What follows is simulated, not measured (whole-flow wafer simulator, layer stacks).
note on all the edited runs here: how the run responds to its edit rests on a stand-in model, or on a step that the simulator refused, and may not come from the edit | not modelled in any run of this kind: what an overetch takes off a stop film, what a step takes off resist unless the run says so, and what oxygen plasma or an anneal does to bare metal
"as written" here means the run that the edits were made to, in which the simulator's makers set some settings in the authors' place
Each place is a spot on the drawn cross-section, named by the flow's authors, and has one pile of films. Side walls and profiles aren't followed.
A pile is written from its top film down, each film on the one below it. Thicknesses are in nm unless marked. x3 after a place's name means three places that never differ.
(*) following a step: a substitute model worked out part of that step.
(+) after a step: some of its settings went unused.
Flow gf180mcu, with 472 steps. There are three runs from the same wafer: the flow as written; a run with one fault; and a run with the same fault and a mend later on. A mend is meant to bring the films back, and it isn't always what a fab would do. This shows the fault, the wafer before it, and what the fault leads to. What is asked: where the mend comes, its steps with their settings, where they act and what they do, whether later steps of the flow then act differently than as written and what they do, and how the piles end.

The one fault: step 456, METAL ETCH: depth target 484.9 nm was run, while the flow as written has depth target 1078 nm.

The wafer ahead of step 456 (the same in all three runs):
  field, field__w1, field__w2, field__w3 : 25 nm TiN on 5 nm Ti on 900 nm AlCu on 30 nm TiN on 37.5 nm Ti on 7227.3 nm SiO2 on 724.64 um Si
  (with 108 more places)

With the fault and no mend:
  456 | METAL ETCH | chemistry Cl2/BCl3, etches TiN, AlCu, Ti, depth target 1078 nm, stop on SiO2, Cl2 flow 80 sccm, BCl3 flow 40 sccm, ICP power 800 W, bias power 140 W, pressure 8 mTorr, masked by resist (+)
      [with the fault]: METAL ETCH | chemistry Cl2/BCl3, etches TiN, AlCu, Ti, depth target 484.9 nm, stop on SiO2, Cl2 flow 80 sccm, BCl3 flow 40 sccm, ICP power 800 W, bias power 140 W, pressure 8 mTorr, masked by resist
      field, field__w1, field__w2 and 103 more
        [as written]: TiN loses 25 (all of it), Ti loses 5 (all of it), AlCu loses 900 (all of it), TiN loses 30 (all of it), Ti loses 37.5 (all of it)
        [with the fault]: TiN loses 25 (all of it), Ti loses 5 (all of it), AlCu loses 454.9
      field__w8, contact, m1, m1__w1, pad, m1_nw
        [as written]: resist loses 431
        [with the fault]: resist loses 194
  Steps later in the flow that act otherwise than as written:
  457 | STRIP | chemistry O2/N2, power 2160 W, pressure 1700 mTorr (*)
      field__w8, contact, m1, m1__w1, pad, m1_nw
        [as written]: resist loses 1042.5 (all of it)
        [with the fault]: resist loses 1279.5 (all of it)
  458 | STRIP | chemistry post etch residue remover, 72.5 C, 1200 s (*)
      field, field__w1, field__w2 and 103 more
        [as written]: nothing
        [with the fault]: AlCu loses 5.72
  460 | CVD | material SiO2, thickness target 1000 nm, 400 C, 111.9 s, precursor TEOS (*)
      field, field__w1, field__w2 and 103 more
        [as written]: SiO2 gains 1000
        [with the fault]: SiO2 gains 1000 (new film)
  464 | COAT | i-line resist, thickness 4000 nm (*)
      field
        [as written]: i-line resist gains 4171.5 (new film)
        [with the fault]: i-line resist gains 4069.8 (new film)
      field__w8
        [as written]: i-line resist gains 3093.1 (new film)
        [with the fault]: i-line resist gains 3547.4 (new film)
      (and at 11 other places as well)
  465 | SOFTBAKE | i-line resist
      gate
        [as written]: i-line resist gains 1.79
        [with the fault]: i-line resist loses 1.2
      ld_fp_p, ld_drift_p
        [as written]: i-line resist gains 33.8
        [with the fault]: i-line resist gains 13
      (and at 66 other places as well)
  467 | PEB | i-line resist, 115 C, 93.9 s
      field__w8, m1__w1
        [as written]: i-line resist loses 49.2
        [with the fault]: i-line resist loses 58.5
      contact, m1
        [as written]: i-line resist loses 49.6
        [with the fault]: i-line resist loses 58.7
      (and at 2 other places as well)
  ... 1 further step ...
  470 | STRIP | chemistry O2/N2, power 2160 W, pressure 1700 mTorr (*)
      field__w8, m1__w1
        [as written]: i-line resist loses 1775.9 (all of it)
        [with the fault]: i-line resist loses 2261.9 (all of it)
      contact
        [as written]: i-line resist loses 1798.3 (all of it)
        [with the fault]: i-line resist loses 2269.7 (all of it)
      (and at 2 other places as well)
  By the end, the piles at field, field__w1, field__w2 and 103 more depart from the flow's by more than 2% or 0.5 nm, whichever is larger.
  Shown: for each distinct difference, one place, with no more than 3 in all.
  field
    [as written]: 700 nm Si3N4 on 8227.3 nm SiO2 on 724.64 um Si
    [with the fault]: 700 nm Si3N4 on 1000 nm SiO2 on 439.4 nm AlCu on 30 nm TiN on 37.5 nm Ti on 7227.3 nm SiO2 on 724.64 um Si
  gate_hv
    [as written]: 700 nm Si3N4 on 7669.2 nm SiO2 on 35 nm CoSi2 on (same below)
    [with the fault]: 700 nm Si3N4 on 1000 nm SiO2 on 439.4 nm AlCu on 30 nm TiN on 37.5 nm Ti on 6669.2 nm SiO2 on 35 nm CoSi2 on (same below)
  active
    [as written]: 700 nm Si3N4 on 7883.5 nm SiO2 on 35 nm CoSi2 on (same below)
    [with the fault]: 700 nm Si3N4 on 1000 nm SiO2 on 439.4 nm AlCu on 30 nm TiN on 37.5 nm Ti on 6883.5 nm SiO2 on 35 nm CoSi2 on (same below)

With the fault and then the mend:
  The mend follows step 458.
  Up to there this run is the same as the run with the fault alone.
  458a | DEHYDRATE | 200 C, 60 s (a further turn of the flow's step 449)
      leaves every film unchanged at each place that is followed
  458b | HMDS | 120 C, 60 s (a further turn of the flow's step 450)
      leaves every film unchanged at each place that is followed
  458c | COAT | resist, thickness 1500 nm (*) (a further turn of the flow's step 451)
      iso_ptap_pw, iso_ntap_nw, iso_nw_fld and 33 more
        resist gains 1500 (new film)
      field__w10, field_sub, field_sub__w2 and 9 more
        resist gains 1506.5 (new film)
      field_sub__w1, field_sub__w5, ld_fp_n and 6 more
        resist gains 1506.6 (new film)
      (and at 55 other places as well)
  458d | SOFTBAKE | resist (a further turn of the flow's step 452)
      field__w5, field__w9
        resist loses 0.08
      field__w6, field_sub__w5
        resist loses 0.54
      field__w7, ld_gate_n
        resist loses 0.76
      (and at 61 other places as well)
  458e | EXPOSE | photomask MetalTop (a further turn of the flow's step 453)
      leaves every film unchanged at each place that is followed
  458f | PEB | resist, 70.3 s (a further turn of the flow's step 454)
      field__w2, field__w3, field__w5 and 45 more
        resist loses 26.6
      iso_ptap_pw, iso_ntap_nw, iso_nw_fld and 33 more
        resist loses 26.5
      field__w10, active, gate, active_hv, gate_nat, gate_hv5
        resist loses 26.7
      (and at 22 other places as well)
  458g | DEVELOP | thickness 1500 nm, 60 s (a further turn of the flow's step 455)
      iso_ptap_pw, iso_ntap_nw, iso_nw_fld and 33 more
        resist loses 1473.5 (all of it)
      field__w7, field__w11, field__w13 and 8 more
        resist loses 1480.2 (all of it)
      field__w6, field_sub__w4, ld_acc_p, ld_fp_p, ld_drift_p, ld_drn_p
        resist loses 1479.7 (all of it)
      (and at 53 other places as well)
  458h | METAL ETCH | chemistry Cl2/BCl3, etches TiN, AlCu, Ti, depth target 592.6 nm, stop on SiO2, Cl2 flow 80 sccm, BCl3 flow 40 sccm, ICP power 800 W, bias power 140 W, pressure 8 mTorr, masked by resist (+) (a further turn of the flow's step 456, with different settings)
      field, field__w1, field__w2 and 103 more
        AlCu loses 439.4 (all of it), TiN loses 30 (all of it), Ti loses 37.5 (all of it)
      field__w8, contact, m1, m1__w1, pad, m1_nw
        resist loses 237
  458i | STRIP | chemistry O2/N2, power 2160 W, pressure 1700 mTorr (*) (a further turn of the flow's step 457)
      field__w8
        resist loses 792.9 (all of it)
      contact
        resist loses 791.7 (all of it)
      m1
        resist loses 791.8 (all of it)
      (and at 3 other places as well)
  458j | STRIP | chemistry post etch residue remover, 72.5 C, 1200 s (*) (a further turn of the flow's step 458)
      field__w8, contact, m1, m1__w1, pad, m1_nw
        TiN loses 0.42
  None of the later steps of the flow differs from how it acts as written, at any place that is followed, by more than 2% or 0.5 nm, whichever is larger.
  At the end the piles are close to the flow's at the places that both follow, differing by at most 2% or 0.5 nm, whichever is larger.
